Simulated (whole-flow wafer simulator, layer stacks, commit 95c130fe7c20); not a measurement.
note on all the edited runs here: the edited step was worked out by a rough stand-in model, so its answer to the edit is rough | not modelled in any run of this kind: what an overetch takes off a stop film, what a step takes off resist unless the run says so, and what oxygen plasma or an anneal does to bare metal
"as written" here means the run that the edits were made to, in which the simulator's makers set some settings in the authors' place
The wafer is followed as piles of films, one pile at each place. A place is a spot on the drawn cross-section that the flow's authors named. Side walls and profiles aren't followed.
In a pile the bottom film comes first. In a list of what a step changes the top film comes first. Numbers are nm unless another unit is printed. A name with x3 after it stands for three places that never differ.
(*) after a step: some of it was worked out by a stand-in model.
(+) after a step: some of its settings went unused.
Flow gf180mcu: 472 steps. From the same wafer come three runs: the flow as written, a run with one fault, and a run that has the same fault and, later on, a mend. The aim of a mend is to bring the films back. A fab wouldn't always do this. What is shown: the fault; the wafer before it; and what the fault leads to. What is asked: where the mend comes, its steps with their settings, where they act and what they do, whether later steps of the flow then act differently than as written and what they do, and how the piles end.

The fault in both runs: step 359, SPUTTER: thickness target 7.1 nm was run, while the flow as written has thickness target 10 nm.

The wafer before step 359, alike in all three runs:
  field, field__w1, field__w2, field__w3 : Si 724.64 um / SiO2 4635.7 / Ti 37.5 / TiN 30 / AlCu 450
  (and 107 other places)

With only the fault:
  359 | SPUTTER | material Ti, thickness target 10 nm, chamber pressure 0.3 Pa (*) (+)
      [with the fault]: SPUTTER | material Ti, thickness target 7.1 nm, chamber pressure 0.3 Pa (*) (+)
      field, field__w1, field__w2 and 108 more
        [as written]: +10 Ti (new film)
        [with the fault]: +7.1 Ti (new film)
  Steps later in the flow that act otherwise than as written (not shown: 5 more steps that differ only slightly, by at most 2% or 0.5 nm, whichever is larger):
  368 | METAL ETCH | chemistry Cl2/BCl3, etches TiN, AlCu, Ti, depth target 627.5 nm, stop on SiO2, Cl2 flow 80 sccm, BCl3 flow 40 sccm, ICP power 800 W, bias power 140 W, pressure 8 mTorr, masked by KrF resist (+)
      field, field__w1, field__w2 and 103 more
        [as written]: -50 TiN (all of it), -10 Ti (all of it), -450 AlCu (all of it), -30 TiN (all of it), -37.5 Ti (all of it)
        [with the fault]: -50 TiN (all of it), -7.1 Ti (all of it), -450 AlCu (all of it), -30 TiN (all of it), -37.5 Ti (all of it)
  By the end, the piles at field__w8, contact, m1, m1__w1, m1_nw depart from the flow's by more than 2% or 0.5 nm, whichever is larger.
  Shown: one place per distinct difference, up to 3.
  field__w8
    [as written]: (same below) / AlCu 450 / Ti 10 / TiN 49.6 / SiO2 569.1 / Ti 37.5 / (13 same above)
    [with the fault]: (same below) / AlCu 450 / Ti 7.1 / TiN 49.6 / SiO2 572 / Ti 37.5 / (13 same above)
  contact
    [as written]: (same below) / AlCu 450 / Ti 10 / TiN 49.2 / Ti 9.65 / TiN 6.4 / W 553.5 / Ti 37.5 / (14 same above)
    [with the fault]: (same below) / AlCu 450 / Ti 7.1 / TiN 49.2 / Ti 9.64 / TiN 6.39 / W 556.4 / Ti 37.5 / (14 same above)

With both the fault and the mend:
  After step 359 comes the mend.
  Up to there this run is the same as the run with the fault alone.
  359a | SPUTTER | material Ti, thickness target 2.9 nm, chamber pressure 0.3 Pa (*) (+) (the flow's step 359 again, with other settings)
      field, field__w1, field__w2 and 108 more
        +2.9 Ti
  None of the later steps of the flow acts differently than as written at any place that is followed.
  By the end, the piles equal the flow's at every place that both follow.
